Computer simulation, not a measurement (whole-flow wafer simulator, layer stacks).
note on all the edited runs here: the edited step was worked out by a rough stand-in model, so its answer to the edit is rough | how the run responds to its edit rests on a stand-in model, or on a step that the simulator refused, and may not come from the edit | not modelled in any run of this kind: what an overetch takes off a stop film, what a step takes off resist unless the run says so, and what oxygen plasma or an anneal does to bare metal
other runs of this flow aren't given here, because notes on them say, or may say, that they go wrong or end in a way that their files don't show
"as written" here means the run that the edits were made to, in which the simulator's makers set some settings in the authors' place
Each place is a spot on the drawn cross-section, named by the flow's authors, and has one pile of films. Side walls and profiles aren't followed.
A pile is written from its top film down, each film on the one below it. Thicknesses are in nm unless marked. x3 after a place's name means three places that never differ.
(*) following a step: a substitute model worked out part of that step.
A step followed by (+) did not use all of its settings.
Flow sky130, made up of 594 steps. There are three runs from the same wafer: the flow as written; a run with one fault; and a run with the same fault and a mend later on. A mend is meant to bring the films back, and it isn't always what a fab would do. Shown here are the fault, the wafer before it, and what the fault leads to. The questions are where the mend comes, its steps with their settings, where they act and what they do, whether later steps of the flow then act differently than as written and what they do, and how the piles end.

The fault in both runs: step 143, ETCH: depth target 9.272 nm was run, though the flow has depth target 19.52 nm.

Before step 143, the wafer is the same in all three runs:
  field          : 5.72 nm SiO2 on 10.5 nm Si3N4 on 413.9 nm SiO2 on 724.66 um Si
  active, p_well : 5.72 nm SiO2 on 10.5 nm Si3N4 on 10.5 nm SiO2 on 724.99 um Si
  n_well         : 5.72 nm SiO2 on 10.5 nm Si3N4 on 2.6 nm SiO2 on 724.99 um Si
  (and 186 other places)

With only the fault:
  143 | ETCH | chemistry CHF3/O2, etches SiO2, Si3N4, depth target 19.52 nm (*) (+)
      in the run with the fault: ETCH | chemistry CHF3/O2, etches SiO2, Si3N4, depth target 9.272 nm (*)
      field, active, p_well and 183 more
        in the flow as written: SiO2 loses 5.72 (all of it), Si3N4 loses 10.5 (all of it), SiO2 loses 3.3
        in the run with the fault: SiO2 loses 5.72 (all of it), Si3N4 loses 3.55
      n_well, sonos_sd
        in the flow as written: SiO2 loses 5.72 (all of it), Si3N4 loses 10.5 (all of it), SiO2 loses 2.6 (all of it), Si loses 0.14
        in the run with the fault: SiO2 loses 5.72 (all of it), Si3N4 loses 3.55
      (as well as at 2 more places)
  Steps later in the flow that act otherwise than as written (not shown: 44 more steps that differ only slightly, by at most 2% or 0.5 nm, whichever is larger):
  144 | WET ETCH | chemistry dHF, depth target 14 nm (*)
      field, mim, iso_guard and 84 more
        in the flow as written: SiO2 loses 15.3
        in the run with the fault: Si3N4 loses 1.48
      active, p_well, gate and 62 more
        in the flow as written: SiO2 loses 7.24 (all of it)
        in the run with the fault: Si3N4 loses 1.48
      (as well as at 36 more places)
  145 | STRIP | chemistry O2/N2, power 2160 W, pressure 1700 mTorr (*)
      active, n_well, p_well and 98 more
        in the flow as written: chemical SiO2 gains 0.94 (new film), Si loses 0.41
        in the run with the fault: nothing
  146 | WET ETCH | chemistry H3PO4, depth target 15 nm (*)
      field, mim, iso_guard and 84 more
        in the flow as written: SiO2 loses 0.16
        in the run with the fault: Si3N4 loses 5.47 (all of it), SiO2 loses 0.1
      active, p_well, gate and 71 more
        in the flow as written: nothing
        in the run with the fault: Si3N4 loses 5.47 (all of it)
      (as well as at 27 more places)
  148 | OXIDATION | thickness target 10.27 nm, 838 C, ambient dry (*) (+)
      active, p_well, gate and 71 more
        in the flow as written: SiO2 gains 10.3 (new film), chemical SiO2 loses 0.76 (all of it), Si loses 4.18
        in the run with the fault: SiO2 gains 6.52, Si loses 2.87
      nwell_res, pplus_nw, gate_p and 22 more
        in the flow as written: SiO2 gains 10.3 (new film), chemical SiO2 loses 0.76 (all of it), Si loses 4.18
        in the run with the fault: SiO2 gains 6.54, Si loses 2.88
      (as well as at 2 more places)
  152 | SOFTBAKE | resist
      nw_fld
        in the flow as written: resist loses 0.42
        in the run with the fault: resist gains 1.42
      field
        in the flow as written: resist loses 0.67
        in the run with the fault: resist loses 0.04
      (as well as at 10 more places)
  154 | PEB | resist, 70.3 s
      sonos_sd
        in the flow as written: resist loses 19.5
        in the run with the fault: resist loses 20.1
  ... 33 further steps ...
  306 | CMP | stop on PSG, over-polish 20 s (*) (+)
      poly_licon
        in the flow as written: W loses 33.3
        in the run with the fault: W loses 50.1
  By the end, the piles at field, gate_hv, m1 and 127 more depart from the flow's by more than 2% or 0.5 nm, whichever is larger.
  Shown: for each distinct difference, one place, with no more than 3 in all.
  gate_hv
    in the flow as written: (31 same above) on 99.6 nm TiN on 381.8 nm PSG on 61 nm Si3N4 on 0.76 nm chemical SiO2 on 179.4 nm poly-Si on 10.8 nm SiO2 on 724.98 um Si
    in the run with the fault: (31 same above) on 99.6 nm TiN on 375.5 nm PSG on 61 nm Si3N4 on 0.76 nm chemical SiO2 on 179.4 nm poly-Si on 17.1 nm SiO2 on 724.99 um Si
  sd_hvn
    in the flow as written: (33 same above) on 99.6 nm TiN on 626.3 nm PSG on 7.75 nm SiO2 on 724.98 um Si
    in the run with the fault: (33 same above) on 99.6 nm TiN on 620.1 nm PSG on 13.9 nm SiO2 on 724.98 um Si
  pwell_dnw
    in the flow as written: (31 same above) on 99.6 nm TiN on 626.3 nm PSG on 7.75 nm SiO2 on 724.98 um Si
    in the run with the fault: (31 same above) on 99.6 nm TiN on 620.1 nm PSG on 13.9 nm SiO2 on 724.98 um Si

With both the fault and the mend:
  After step 143 comes the mend.
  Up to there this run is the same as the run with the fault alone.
  143a | ETCH | chemistry CHF3/O2, etches SiO2, Si3N4, depth target 10.25 nm (*) (+) (the flow's step 143, run once more with other settings)
      field, active, p_well and 183 more
        Si3N4 loses 6.95 (all of it), SiO2 loses 3.3
      n_well, sonos_sd
        Si3N4 loses 6.95 (all of it), SiO2 loses 2.6 (all of it), Si loses 0.14
      sonos_cell, sonos_cell_x
        resist loses 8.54
  Every later step of the flow that is run acts as written, at every place that is followed, to within 2% or 0.5 nm, whichever is larger.
  The piles end the same as the flow's at every place that both follow.
